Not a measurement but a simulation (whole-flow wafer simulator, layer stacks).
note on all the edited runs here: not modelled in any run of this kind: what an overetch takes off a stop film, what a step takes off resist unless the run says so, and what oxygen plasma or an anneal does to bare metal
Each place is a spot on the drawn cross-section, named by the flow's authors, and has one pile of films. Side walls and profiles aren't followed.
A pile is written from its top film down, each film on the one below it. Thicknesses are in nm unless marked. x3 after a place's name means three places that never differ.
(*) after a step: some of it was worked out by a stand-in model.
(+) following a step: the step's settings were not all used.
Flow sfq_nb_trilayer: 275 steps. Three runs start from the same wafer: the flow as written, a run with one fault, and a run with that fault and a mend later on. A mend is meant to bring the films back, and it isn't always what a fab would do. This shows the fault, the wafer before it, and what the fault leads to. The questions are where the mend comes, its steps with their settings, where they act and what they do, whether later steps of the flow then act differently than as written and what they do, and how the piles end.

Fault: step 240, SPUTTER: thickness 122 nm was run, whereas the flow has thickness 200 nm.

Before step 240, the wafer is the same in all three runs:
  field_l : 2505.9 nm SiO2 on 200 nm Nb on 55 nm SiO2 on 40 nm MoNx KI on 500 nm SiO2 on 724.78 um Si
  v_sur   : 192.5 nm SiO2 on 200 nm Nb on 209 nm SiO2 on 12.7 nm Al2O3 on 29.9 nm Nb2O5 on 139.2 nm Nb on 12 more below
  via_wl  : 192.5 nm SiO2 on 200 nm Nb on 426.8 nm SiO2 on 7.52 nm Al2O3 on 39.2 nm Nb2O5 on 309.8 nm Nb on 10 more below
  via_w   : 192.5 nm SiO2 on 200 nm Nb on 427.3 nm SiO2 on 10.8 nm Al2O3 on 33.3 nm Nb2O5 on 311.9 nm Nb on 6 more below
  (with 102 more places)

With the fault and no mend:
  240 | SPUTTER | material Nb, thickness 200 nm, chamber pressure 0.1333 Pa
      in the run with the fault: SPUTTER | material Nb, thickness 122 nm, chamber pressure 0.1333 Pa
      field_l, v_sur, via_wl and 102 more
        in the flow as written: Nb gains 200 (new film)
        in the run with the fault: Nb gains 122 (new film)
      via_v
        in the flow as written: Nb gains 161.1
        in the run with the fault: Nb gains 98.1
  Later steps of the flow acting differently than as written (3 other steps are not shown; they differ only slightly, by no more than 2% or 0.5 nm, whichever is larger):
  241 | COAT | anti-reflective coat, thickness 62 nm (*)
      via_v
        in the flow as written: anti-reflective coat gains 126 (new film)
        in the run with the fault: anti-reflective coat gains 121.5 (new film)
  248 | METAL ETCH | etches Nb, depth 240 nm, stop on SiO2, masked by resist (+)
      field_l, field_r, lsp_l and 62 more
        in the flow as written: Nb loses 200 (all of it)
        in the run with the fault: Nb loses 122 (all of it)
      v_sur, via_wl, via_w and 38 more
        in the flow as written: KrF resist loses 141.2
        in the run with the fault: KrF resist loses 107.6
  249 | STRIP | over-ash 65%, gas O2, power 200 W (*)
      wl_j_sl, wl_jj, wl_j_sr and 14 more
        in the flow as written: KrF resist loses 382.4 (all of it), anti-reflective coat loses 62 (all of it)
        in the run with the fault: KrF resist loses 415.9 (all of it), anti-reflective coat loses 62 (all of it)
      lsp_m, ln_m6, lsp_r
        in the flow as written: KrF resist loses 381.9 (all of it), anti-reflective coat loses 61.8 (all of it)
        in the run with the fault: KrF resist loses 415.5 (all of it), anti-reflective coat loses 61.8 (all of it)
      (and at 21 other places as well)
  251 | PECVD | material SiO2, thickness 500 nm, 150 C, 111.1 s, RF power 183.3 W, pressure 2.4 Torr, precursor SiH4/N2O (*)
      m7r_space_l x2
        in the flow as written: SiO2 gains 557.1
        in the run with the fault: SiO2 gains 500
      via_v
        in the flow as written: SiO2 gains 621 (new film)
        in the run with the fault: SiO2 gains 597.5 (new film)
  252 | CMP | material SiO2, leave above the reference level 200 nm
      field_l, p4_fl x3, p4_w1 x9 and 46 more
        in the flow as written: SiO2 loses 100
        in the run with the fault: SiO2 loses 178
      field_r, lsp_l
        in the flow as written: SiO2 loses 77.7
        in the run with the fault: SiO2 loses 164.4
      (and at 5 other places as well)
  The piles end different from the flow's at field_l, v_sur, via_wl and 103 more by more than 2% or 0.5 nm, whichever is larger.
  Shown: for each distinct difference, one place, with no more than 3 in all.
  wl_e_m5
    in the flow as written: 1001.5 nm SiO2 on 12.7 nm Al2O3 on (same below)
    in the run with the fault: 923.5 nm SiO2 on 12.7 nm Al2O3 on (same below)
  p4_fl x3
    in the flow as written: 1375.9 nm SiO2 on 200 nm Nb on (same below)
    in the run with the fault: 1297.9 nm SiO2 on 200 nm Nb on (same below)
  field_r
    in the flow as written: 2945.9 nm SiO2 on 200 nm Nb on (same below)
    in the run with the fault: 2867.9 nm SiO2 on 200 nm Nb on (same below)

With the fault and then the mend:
  After step 240 comes the mend.
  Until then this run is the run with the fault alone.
  240a | SPUTTER | material Nb, thickness 78 nm, chamber pressure 0.1333 Pa (the flow's step 240 again, with other settings)
      field_l, v_sur, via_wl and 102 more
        Nb gains 78
      via_v
        Nb gains 59.5
  Later steps of the flow that are run all act as written at every place that is followed, up to a difference of at most 2% or 0.5 nm, whichever is larger.
  At the end the piles are close to the flow's at the places that both follow, differing by at most 2% or 0.5 nm, whichever is larger.
